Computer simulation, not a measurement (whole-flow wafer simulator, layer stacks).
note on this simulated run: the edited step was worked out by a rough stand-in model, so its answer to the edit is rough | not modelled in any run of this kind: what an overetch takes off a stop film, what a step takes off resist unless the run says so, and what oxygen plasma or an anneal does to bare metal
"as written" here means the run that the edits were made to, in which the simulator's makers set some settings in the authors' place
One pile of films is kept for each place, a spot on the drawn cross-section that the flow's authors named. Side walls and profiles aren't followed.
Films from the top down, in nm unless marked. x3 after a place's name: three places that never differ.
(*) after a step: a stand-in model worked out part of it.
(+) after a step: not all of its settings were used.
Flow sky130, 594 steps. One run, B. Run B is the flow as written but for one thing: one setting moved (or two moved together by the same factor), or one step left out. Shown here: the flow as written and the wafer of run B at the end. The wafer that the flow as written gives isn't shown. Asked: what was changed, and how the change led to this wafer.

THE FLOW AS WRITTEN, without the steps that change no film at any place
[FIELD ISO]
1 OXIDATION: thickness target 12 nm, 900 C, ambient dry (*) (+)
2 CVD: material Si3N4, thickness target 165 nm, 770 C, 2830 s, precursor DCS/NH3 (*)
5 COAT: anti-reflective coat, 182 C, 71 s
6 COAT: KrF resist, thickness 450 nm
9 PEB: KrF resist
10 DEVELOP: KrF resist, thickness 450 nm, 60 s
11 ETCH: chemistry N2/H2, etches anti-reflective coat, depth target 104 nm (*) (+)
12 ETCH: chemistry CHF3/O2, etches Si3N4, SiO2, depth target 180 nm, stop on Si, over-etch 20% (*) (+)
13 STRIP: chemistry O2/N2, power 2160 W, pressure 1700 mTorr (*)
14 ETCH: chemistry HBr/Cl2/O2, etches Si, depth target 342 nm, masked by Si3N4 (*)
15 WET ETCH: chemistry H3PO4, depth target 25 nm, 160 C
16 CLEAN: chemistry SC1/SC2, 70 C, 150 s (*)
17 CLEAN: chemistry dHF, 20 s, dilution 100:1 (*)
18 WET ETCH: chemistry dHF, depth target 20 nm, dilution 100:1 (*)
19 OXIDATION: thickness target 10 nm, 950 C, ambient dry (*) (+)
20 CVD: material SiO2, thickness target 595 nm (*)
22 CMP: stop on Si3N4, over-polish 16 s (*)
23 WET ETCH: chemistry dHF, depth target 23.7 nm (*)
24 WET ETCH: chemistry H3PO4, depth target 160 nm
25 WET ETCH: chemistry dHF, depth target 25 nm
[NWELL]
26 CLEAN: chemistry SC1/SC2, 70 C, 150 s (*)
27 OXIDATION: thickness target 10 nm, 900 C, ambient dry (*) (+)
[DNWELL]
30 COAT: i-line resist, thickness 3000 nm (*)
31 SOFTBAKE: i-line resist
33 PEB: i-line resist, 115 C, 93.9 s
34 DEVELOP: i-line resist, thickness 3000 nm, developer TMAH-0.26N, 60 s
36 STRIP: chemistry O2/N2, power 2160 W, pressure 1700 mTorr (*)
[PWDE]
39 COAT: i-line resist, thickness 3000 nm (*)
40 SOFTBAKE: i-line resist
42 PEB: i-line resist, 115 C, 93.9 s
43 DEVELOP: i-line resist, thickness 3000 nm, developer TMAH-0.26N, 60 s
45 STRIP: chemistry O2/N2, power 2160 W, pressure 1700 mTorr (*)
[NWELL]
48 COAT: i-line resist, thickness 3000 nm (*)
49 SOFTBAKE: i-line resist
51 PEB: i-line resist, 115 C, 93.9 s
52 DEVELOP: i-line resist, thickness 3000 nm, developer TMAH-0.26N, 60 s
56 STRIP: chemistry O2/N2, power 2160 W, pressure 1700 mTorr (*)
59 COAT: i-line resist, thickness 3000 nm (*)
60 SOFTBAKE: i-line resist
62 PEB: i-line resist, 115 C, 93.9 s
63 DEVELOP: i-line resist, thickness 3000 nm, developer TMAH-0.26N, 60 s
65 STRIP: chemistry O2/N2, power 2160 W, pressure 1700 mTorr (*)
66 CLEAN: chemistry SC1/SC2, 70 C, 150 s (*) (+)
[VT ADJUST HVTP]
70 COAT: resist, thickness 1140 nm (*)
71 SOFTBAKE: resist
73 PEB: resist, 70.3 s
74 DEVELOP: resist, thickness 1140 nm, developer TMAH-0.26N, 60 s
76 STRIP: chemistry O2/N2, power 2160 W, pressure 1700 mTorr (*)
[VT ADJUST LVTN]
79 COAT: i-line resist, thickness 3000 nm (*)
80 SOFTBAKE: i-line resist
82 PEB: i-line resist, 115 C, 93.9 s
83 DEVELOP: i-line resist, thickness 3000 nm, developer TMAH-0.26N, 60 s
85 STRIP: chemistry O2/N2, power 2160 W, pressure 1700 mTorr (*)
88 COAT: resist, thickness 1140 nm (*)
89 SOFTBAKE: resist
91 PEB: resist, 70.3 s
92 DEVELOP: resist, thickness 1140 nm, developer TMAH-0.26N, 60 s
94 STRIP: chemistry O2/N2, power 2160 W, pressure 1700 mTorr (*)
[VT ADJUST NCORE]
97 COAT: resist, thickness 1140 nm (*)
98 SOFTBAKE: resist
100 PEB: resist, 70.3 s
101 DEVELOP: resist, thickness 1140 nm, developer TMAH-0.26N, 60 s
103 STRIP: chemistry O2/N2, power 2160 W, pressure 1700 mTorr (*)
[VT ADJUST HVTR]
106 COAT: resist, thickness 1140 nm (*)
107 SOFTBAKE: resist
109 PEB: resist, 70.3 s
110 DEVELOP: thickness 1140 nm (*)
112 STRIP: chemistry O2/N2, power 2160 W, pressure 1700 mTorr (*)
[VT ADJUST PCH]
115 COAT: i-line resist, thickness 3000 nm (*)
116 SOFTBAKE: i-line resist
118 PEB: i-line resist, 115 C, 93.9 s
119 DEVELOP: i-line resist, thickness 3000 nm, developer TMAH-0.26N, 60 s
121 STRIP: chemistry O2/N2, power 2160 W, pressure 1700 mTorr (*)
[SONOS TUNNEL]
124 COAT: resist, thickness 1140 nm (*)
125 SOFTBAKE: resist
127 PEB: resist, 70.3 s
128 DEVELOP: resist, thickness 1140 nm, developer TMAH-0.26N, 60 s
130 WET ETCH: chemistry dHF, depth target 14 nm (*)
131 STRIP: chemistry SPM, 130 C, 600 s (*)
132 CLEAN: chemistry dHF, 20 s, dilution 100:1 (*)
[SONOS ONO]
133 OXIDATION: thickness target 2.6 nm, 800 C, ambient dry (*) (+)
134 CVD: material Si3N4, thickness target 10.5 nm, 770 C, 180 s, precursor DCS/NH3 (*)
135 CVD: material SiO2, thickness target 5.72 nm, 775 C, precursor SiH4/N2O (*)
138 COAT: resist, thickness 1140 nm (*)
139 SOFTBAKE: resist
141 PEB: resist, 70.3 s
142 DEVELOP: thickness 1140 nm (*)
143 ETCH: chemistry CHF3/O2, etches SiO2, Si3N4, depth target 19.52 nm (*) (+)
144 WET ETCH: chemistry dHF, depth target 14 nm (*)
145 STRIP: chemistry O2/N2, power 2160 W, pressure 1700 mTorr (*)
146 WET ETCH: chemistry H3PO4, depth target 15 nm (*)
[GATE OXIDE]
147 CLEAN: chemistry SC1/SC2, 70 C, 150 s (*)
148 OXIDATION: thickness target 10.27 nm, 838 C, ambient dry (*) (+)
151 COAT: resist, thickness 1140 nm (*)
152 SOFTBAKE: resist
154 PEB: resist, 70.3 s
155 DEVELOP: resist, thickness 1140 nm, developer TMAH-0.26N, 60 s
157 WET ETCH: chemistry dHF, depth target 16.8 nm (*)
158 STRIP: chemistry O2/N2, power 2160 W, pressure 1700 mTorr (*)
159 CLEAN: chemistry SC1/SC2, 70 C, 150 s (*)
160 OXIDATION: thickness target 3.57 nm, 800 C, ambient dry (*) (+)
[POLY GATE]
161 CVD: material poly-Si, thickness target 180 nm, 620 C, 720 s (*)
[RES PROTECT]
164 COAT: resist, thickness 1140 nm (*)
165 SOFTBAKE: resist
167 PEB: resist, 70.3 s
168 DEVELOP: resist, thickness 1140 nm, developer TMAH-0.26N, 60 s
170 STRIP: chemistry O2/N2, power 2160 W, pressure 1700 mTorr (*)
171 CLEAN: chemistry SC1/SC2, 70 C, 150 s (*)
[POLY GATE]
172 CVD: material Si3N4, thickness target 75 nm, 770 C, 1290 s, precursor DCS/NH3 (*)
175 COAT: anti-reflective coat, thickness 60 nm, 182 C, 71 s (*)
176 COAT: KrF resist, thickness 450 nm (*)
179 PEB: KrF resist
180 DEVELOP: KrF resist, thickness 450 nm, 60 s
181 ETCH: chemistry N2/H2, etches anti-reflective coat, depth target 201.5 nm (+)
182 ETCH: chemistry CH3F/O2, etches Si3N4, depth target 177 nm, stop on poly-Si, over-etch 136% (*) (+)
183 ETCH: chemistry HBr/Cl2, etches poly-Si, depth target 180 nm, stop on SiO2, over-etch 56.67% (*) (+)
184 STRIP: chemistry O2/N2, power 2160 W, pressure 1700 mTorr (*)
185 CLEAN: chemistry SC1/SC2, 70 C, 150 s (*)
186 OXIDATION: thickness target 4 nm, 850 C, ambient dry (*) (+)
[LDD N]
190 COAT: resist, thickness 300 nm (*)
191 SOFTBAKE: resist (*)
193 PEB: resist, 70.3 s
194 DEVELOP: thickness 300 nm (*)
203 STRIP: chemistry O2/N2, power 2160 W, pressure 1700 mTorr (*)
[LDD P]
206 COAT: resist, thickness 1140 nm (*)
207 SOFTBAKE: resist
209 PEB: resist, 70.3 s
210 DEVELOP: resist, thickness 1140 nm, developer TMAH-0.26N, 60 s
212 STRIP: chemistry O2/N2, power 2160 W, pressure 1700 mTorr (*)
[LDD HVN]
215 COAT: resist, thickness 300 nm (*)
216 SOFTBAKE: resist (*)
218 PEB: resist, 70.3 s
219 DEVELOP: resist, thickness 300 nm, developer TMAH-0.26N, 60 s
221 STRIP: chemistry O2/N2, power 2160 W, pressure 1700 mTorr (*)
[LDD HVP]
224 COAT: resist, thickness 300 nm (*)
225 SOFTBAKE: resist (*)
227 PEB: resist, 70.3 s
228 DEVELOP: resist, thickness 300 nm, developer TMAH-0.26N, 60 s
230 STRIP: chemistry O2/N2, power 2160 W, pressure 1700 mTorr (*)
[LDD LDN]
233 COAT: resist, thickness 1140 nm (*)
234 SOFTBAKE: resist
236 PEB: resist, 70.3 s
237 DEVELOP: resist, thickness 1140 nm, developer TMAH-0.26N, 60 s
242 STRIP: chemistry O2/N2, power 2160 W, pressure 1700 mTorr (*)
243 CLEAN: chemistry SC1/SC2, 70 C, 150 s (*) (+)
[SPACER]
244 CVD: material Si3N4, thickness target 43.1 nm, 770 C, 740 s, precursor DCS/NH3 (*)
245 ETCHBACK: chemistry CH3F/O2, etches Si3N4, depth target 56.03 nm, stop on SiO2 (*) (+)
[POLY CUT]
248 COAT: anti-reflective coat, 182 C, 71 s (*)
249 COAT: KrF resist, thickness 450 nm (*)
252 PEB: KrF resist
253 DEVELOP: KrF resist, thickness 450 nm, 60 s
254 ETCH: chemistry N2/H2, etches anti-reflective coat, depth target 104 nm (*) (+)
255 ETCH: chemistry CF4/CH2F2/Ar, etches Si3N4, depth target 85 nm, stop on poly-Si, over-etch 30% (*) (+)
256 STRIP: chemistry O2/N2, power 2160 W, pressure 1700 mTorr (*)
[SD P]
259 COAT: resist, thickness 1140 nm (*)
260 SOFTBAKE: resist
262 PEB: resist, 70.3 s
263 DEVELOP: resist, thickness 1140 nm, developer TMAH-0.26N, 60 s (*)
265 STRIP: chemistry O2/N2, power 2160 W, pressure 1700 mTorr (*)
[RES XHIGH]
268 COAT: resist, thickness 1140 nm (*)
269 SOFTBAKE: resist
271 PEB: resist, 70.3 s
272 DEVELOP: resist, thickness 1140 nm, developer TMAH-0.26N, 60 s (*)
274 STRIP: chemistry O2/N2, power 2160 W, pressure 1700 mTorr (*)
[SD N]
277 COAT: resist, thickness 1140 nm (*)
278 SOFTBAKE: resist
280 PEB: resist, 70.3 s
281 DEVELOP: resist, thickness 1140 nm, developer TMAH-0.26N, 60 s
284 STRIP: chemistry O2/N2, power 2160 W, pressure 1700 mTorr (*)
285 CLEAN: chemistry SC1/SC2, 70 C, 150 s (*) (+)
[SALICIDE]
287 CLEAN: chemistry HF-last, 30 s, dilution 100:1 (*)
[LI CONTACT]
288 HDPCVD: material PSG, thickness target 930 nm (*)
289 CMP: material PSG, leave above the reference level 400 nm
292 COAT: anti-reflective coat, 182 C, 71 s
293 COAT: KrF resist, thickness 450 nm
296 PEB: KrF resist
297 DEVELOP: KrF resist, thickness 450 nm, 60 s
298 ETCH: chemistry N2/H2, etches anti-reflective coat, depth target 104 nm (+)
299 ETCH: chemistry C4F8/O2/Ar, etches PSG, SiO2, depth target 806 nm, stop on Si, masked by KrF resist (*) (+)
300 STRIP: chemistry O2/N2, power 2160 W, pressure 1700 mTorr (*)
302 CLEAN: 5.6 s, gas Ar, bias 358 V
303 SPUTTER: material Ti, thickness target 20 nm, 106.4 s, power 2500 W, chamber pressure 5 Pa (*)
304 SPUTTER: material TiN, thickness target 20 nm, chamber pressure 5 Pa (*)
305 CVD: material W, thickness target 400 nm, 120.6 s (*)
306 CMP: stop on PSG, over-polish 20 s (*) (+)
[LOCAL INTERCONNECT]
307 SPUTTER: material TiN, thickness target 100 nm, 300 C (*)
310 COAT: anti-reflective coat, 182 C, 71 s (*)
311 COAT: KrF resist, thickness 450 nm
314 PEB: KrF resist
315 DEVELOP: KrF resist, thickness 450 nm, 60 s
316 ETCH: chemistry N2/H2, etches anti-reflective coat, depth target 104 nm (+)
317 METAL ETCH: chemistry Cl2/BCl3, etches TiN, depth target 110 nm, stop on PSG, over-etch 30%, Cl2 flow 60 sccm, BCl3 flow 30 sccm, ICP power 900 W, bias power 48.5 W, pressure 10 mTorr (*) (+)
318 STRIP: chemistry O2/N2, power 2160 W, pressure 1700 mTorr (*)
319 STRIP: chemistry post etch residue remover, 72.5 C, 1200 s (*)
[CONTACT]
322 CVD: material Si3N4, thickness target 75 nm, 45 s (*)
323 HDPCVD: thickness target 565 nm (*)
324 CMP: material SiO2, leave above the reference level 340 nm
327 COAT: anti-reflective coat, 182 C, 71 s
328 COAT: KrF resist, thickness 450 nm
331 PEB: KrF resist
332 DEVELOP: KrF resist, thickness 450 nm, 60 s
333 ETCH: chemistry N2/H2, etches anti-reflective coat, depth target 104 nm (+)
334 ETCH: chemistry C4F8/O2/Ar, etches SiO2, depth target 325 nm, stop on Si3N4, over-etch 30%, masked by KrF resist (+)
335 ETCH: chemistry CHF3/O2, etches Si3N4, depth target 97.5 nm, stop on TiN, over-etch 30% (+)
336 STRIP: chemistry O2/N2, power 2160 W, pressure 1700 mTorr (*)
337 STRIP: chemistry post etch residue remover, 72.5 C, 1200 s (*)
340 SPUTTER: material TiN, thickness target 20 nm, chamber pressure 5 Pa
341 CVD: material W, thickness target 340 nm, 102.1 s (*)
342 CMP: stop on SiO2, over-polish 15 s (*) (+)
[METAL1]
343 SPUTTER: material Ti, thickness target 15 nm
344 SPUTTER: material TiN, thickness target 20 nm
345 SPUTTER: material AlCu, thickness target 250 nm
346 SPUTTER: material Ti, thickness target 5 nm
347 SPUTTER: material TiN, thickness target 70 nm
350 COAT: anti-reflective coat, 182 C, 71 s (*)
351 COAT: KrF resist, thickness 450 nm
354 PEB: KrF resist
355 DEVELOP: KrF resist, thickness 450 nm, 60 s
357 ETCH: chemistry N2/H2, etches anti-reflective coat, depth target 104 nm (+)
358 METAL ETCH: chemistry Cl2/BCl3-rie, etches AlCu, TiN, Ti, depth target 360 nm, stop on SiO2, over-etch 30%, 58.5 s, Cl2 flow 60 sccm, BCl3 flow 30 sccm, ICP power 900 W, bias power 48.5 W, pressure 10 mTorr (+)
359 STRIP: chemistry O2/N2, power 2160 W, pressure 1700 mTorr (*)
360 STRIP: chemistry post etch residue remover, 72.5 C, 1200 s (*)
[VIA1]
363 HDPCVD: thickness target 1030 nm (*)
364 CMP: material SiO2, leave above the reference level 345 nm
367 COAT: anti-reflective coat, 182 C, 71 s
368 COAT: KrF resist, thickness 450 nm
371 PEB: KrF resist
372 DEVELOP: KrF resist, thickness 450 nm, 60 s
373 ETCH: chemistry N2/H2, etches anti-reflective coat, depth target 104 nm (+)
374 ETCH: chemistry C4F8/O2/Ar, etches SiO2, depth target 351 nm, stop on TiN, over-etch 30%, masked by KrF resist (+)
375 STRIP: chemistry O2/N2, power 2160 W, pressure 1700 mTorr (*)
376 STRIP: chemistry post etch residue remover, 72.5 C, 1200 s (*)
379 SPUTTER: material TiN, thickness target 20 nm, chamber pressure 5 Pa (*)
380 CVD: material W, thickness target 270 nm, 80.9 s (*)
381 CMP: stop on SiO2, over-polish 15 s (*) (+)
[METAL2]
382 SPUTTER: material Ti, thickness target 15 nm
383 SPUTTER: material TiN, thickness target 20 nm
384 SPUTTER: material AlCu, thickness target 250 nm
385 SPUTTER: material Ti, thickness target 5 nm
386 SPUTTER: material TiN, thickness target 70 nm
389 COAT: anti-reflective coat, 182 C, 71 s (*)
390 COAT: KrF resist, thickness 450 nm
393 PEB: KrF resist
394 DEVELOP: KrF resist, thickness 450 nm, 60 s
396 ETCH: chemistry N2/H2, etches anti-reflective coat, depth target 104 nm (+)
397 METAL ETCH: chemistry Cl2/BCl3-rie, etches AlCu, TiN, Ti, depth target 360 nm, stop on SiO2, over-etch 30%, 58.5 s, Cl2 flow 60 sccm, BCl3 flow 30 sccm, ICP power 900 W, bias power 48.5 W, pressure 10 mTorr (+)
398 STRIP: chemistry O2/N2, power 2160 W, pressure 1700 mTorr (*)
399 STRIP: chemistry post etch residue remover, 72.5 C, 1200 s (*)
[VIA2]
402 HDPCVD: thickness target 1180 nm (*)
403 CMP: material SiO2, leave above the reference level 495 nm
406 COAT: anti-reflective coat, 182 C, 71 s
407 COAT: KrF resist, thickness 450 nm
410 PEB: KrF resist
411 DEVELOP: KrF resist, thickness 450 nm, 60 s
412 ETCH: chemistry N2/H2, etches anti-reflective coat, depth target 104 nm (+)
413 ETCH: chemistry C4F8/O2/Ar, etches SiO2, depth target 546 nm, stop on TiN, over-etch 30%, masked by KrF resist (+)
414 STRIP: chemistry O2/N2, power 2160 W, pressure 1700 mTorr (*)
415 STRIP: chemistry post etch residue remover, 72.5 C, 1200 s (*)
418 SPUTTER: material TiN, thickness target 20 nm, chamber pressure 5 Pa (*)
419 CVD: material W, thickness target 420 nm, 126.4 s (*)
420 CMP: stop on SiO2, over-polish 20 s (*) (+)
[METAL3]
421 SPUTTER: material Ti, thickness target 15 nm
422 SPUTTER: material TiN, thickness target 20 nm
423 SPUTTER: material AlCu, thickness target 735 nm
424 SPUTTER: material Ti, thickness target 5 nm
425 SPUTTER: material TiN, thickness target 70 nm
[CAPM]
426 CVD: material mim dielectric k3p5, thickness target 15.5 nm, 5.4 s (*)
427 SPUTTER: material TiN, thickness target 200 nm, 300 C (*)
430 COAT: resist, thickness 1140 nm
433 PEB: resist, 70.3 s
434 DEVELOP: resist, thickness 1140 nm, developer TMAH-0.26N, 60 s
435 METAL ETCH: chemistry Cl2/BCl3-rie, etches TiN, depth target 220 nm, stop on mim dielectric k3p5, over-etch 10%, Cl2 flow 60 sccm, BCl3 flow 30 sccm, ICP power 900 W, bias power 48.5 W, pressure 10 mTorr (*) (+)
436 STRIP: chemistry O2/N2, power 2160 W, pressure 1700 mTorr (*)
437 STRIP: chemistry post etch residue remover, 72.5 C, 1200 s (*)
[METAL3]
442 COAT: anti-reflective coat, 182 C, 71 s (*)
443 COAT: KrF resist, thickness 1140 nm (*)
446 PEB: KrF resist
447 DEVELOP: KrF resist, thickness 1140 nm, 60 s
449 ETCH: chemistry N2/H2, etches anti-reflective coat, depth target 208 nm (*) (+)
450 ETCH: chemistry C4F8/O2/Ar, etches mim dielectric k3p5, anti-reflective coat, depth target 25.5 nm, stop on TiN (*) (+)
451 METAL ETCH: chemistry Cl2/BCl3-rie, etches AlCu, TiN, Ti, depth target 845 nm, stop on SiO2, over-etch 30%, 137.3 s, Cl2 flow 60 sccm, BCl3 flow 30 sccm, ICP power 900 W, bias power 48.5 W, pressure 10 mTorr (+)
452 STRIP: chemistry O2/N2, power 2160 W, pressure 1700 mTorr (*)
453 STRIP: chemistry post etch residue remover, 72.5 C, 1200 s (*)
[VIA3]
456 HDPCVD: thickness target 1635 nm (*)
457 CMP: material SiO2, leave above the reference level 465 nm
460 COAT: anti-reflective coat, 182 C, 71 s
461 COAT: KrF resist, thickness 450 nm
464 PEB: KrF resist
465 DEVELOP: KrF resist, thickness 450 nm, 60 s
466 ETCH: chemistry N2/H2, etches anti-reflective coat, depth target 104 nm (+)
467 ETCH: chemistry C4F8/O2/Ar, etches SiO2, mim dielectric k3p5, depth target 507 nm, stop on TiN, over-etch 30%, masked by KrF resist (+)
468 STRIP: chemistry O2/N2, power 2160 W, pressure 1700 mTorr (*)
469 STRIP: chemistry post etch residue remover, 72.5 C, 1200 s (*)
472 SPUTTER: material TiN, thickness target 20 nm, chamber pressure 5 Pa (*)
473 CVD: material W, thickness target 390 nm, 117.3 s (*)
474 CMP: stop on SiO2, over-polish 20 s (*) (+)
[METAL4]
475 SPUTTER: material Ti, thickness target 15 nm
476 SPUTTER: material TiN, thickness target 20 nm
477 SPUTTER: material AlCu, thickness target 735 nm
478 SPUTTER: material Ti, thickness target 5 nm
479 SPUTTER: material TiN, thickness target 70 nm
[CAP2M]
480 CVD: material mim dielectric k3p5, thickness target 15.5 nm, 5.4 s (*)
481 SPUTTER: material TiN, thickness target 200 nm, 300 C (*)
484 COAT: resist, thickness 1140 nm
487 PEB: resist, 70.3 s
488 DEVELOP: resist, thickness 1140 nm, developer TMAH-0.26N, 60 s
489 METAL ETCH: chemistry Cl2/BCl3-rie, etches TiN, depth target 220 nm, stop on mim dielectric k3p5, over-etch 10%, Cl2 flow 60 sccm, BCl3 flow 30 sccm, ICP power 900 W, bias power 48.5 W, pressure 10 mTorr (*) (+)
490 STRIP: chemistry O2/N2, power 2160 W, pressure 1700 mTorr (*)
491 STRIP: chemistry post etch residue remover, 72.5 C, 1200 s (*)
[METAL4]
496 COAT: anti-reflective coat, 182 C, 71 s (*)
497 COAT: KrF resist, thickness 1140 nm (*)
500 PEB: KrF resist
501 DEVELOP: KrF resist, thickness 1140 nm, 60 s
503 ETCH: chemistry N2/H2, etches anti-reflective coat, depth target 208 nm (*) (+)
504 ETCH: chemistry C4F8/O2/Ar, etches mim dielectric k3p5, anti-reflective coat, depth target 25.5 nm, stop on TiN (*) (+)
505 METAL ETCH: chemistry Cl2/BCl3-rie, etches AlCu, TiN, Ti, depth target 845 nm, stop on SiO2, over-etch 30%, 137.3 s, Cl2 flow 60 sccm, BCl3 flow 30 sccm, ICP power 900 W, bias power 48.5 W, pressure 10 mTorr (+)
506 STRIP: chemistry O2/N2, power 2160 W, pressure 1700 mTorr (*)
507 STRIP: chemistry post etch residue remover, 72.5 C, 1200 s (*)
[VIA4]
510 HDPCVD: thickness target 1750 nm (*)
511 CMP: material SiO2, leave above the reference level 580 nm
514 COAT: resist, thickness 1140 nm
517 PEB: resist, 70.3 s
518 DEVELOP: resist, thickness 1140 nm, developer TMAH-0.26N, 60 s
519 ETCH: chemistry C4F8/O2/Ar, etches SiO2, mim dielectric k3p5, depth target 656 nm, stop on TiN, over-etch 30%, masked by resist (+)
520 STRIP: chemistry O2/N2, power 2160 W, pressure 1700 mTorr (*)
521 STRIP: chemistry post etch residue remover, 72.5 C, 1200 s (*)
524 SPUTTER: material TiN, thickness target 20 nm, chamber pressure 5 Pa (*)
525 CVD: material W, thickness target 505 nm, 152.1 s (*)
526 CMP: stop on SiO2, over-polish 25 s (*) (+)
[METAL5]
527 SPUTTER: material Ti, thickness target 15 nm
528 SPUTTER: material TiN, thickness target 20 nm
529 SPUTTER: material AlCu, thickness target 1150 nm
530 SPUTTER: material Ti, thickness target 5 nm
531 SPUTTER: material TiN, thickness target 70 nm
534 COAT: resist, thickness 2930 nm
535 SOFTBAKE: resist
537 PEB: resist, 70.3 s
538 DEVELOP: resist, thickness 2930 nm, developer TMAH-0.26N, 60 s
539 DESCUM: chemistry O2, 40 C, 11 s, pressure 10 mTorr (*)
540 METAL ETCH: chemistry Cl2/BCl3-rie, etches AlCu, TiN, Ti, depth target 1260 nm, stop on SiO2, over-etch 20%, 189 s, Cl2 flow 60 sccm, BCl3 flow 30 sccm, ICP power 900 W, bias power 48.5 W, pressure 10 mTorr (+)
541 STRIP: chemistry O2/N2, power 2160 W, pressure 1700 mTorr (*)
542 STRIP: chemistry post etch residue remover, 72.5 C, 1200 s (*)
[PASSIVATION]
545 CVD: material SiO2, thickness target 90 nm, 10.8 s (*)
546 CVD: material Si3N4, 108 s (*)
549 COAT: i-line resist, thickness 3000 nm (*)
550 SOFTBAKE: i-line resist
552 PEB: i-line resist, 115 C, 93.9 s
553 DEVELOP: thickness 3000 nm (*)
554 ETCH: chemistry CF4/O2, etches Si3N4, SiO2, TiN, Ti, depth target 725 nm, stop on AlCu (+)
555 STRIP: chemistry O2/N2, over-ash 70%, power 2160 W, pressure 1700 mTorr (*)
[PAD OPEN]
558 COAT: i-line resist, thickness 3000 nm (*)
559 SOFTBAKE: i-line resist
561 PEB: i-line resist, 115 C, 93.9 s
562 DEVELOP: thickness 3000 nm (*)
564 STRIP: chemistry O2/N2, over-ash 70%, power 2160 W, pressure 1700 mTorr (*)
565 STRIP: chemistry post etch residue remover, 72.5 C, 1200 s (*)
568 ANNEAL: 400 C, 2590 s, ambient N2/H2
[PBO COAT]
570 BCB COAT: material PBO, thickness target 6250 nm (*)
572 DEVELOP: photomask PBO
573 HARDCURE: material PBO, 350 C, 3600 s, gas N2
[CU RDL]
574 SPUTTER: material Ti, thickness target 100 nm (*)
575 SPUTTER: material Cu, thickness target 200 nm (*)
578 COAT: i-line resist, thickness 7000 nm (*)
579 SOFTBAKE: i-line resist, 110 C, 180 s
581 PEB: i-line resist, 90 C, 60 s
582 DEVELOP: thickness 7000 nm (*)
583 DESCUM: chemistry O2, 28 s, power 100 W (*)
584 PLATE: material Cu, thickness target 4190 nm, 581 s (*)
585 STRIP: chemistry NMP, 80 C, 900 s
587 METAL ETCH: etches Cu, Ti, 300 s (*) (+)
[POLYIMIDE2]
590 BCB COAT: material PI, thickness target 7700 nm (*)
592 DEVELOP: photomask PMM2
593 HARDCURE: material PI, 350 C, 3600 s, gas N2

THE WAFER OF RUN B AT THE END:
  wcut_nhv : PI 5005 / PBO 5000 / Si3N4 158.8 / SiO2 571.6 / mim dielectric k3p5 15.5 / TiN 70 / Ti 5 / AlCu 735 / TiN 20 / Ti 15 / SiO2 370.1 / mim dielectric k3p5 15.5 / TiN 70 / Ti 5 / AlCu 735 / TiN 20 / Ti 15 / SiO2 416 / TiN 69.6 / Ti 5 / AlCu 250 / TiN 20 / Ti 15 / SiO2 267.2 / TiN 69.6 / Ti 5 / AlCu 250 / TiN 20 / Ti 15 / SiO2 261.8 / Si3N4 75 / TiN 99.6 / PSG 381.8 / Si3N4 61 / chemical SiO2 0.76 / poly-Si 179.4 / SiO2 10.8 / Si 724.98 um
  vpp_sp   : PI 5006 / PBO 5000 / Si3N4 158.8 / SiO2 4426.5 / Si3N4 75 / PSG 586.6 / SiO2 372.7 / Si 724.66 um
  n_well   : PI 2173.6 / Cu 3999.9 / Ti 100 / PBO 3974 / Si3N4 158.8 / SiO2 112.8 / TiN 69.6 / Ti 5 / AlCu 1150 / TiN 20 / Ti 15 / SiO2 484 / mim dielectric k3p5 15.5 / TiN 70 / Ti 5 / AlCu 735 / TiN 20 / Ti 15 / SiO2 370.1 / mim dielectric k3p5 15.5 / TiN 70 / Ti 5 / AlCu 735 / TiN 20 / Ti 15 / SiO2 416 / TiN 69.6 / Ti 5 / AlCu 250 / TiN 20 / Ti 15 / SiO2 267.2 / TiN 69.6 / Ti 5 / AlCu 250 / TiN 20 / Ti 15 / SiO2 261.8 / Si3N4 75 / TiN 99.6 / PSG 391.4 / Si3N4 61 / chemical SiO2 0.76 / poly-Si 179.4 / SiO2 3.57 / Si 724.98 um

The cause: step 545, CVD: thickness target 81 nm was run, where the flow has thickness target 90 nm; step 545, CVD: 9.72 s was run, where the flow has 10.8 s.

How the change led to this, step by step:
  545 CVD: material SiO2, thickness target 90 nm, 10.8 s (*)
      field, active, gate and 175 more: SiO2 +112.8 (as written it would be: SiO2 +125.2)
      n_well, p_well, sd_n and 12 more: SiO2 +112.8 (new film) (as written it would be: SiO2 +125.2 (new film))
  550 SOFTBAKE: i-line resist
      ndiff_licon_cpp: i-line resist -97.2 (as written it would be: i-line resist -99.2)
      rpo_hd: i-line resist -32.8 (as written it would be: i-line resist -33.5)
  554 ETCH: chemistry CF4/O2, etches Si3N4, SiO2, TiN, Ti, depth target 725 nm, stop on AlCu (+)
      field, active, n_well and 189 more: i-line resist -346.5 (as written it would be: i-line resist -358.9)
      pad: Si3N4 -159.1 (all of it), SiO2 -112.8 (all of it), TiN -69.6 (all of it), Ti -5 (all of it) (as written it would be: Si3N4 -159.1 (all of it), SiO2 -125.2 (all of it), TiN -69.6 (all of it), Ti -5 (all of it))
  559 SOFTBAKE: i-line resist
      ndiff_licon_cpp: i-line resist -97.2 (as written it would be: i-line resist -99.2)
      rpo_hd: i-line resist -32.8 (as written it would be: i-line resist -33.5)
  578 COAT: i-line resist, thickness 7000 nm (*)
      pad: i-line resist +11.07 um (new film) (as written it would be: i-line resist +11.08 um (new film))
  582 DEVELOP: thickness 7000 nm (*)
      pad: i-line resist -11.07 um (all of it) (as written it would be: i-line resist -11.08 um (all of it))
